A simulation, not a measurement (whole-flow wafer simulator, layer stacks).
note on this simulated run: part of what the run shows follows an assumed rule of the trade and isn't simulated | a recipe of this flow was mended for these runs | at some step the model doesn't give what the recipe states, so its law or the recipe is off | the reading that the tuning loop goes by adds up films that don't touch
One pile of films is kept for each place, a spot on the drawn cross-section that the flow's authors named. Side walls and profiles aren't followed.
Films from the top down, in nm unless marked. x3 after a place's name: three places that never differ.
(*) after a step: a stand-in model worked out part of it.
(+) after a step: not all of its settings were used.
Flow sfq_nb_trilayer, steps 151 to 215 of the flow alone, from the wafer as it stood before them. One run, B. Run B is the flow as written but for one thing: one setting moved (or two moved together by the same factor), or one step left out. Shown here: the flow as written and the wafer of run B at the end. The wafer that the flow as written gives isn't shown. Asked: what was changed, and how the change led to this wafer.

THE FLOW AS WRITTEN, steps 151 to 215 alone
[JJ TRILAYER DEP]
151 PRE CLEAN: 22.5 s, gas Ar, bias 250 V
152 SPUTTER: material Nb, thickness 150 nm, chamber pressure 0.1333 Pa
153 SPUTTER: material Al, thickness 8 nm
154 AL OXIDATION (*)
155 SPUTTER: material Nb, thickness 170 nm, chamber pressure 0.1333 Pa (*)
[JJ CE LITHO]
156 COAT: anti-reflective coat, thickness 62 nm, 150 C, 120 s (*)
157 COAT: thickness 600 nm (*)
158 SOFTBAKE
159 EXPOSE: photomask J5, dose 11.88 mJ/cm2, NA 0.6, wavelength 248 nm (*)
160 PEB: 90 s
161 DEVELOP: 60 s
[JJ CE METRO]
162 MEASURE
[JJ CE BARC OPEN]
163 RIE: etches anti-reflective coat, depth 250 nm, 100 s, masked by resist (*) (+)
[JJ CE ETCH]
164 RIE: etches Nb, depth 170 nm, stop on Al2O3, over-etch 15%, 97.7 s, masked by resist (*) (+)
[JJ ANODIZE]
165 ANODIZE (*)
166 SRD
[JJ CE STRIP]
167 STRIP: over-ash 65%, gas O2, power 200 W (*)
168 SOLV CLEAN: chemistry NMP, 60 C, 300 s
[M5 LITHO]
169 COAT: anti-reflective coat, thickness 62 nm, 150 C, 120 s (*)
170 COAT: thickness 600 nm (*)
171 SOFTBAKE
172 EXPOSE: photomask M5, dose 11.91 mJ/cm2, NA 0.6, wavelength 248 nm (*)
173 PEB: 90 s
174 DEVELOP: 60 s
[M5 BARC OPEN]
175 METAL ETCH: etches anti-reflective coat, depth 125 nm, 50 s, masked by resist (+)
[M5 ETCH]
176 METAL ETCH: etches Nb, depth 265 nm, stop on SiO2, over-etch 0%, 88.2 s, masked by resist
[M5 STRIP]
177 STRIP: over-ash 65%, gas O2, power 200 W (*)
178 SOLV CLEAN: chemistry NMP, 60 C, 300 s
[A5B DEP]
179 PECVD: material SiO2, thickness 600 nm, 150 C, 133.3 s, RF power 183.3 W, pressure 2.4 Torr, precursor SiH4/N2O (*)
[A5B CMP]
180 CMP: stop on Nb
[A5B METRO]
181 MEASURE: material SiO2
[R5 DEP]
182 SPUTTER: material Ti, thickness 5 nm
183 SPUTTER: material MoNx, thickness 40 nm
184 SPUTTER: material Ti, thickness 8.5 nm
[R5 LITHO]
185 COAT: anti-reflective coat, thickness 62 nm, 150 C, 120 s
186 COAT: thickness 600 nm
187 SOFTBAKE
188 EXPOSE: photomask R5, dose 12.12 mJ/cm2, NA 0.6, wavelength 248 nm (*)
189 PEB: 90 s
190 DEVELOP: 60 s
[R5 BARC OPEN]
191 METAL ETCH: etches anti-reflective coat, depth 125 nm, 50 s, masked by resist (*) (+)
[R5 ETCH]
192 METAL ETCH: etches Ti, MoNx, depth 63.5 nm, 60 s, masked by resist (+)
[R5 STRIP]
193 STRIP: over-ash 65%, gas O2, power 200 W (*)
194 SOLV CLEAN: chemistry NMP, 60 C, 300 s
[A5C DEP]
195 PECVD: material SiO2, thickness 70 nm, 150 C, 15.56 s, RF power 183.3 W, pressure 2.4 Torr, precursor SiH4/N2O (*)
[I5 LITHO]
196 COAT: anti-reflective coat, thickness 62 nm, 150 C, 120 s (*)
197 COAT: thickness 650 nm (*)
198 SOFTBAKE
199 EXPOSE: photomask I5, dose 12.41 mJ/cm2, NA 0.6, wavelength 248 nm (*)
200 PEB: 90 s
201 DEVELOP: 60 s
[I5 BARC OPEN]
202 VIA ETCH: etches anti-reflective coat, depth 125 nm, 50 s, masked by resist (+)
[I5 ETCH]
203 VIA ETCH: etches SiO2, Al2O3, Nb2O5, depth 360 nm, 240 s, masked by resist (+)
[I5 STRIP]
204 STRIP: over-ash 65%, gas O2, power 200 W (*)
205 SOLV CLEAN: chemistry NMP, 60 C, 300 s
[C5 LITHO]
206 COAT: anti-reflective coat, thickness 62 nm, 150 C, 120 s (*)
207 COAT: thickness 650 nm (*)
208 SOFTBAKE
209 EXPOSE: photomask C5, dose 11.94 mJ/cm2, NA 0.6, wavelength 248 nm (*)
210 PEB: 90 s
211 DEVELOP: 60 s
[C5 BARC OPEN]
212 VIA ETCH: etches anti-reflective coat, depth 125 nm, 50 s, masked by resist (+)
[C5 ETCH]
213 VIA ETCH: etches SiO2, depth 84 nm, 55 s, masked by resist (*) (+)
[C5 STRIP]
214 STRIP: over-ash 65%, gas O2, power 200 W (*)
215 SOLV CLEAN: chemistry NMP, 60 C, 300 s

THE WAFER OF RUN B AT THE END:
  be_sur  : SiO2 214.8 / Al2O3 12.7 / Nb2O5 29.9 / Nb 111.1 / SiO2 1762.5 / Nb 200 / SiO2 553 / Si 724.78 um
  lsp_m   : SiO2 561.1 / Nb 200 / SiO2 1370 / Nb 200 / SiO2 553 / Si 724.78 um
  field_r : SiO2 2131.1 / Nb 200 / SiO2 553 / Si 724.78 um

The cause: step 152, SPUTTER: thickness 121.9 nm was run, where the flow has thickness 150 nm.

How the change led to this, step by step:
  152 SPUTTER: material Nb, thickness 150 nm, chamber pressure 0.1333 Pa
      field_l, v_sur, via_sp and 100 more: Nb +121.9 (new film) (as written it would be: Nb +150 (new film))
      via_wl, via_w, via_wr: Nb +105.3 (as written it would be: Nb +129.8)
  156 COAT: anti-reflective coat, thickness 62 nm, 150 C, 120 s (*)
      via_wl, via_wr: anti-reflective coat +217 (new film) (as written it would be: anti-reflective coat +224.3 (new film))
      via_w: anti-reflective coat +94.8 (new film) (as written it would be: anti-reflective coat +97.3 (new film))
  163 RIE: etches anti-reflective coat, depth 250 nm, 100 s, masked by resist (*) (+)
      via_wl, via_wr: anti-reflective coat -217 (all of it) (as written it would be: anti-reflective coat -224.3 (all of it))
      via_w: anti-reflective coat -94.8 (all of it) (as written it would be: anti-reflective coat -97.3 (all of it))
  169 COAT: anti-reflective coat, thickness 62 nm, 150 C, 120 s (*)
      via_wl, via_wr: anti-reflective coat +179.5 (new film) (as written it would be: anti-reflective coat +184 (new film))
  176 METAL ETCH: etches Nb, depth 265 nm, stop on SiO2, over-etch 0%, 88.2 s, masked by resist
      field_l, res, r_end and 47 more: Al2O3 -12.6 (all of it), Nb2O5 -29.9 (all of it), Nb -111.1 (all of it), SiO2 -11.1 (as written it would be: Al2O3 -12.6 (all of it), Nb2O5 -29.9 (all of it), Nb -139.2 (all of it), SiO2 -8.33)
      r_sur, wl_a_sl, wl_a_m6: Al2O3 -12.5 (all of it), Nb2O5 -29.9 (all of it), Nb -111.1 (all of it), SiO2 -11.1 (as written it would be: Al2O3 -12.5 (all of it), Nb2O5 -29.9 (all of it), Nb -139.2 (all of it), SiO2 -8.33)
  177 STRIP: over-ash 65%, gas O2, power 200 W (*)
      via_wl: KrF-resist-other-grade -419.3 (all of it), anti-reflective coat -179.5 (all of it) (as written it would be: KrF-resist-other-grade -418.2 (all of it), anti-reflective coat -184 (all of it))
      via_wr: KrF-resist-other-grade -420.4 (all of it), anti-reflective coat -179.5 (all of it) (as written it would be: KrF-resist-other-grade -419.2 (all of it), anti-reflective coat -184 (all of it))
  180 CMP: stop on Nb
      field_l, lsp_m, ln_m6 and 44 more: SiO2 -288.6 (as written it would be: SiO2 -263.3)
      r_sur, res, r_end, moat, field_r, lsp_l: SiO2 -288.6 (as written it would be: SiO2 -256.4)
